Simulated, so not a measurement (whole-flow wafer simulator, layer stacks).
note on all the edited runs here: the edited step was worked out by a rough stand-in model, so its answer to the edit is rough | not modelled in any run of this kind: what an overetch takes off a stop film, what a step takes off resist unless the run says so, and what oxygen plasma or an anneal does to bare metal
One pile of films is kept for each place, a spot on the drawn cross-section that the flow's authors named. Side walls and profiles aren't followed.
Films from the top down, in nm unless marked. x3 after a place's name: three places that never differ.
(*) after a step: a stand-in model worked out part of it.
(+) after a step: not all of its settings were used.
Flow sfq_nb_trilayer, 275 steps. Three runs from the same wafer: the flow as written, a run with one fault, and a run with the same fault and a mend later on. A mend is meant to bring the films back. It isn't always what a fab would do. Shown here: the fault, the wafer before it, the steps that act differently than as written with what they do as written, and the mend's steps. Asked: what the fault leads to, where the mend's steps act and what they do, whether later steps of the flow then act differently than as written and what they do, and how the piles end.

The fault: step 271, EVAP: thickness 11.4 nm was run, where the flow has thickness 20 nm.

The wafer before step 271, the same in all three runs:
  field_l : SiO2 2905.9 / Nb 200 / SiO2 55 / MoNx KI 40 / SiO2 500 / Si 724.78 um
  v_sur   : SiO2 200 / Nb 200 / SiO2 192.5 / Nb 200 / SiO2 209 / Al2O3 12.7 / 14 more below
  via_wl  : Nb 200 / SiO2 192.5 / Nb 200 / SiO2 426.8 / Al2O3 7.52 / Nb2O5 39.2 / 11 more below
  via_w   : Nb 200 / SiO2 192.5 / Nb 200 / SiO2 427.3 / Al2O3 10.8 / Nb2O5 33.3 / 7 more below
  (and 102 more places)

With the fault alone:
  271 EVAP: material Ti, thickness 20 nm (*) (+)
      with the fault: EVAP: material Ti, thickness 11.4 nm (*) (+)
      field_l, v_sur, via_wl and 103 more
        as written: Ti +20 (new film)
        with the fault: Ti +11.4 (new film)
  Later steps of the flow that act differently than as written:
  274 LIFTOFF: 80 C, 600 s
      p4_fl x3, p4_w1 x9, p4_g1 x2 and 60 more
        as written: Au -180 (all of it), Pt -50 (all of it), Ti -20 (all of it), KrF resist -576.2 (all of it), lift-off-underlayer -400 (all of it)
        with the fault: Au -180 (all of it), Pt -50 (all of it), Ti -11.4 (all of it), KrF resist -576.2 (all of it), lift-off-underlayer -400 (all of it)
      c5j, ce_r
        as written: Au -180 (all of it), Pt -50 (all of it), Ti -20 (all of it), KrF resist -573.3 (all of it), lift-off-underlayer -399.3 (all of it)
        with the fault: Au -180 (all of it), Pt -50 (all of it), Ti -11.4 (all of it), KrF resist -573.3 (all of it), lift-off-underlayer -399.3 (all of it)
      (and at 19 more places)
  At the end the piles differ from the flow's by more than 2% or 0.5 nm, whichever is larger, at field_l, v_sur, via_wl and 8 more.
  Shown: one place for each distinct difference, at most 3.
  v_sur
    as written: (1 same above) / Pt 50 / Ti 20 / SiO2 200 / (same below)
    with the fault: (1 same above) / Pt 50 / Ti 11.4 / SiO2 200 / (same below)
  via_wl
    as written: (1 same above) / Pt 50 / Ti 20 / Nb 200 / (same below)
    with the fault: (1 same above) / Pt 50 / Ti 11.4 / Nb 200 / (same below)
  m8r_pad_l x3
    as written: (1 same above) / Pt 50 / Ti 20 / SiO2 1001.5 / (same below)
    with the fault: (1 same above) / Pt 50 / Ti 11.4 / SiO2 1001.5 / (same below)

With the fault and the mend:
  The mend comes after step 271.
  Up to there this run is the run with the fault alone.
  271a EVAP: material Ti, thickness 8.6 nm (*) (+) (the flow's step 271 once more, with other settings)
      field_l, v_sur, via_wl and 103 more
        Ti +8.6
  No later step of the flow acts differently than as written at any place that is followed.
  At the end the piles are the same as the flow's at every place that both follow.
